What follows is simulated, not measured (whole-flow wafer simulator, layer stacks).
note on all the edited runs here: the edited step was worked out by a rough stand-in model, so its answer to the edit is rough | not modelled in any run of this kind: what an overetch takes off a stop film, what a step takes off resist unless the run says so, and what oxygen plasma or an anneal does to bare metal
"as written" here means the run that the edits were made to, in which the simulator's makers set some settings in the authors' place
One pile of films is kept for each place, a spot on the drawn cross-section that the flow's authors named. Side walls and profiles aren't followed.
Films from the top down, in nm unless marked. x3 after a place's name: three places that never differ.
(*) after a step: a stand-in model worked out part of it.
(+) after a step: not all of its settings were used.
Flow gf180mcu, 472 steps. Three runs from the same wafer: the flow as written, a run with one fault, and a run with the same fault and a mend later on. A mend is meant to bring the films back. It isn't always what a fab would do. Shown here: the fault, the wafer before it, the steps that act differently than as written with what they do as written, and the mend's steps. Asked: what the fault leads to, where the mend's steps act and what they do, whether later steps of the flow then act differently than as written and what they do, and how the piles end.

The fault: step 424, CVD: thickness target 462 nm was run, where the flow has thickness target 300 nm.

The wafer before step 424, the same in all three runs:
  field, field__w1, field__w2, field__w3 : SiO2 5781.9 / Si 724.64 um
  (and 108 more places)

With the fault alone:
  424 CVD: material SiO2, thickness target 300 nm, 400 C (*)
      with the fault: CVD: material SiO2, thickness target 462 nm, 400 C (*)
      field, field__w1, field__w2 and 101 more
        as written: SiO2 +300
        with the fault: SiO2 +462
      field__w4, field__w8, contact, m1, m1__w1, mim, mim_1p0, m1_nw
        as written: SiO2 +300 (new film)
        with the fault: SiO2 +462 (new film)
  Later steps of the flow that act differently than as written (1 more step differs only slightly, by at most 2% or 0.5 nm, whichever is larger, and isn't shown):
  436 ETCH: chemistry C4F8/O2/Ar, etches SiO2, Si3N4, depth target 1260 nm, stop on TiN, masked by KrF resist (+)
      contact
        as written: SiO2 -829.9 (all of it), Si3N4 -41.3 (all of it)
        with the fault: SiO2 -991.9 (all of it), Si3N4 -41.3 (all of it)
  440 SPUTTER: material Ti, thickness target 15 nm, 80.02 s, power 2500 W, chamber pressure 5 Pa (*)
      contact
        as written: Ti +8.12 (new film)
        with the fault: Ti +7.41 (new film)
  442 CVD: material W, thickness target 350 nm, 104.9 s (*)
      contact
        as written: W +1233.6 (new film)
        with the fault: W +1396.8 (new film)
  At the end the piles differ from the flow's by more than 2% or 0.5 nm, whichever is larger, at field__w4, field__w8, active and 60 more.
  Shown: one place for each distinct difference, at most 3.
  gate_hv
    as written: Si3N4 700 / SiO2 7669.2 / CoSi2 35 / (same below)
    with the fault: Si3N4 700 / SiO2 7831.2 / CoSi2 35 / (same below)
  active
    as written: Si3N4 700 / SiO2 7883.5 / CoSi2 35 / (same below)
    with the fault: Si3N4 700 / SiO2 8045.5 / CoSi2 35 / (same below)
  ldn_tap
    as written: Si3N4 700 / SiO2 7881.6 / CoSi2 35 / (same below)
    with the fault: Si3N4 700 / SiO2 8043.6 / CoSi2 35 / (same below)

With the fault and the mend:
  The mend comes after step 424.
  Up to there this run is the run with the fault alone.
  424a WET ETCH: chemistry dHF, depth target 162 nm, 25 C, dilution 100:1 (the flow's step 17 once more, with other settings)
      field, field__w1, field__w2 and 109 more
        SiO2 -162
  No later step of the flow acts differently than as written at any place that is followed.
  At the end the piles are the same as the flow's at every place that both follow.
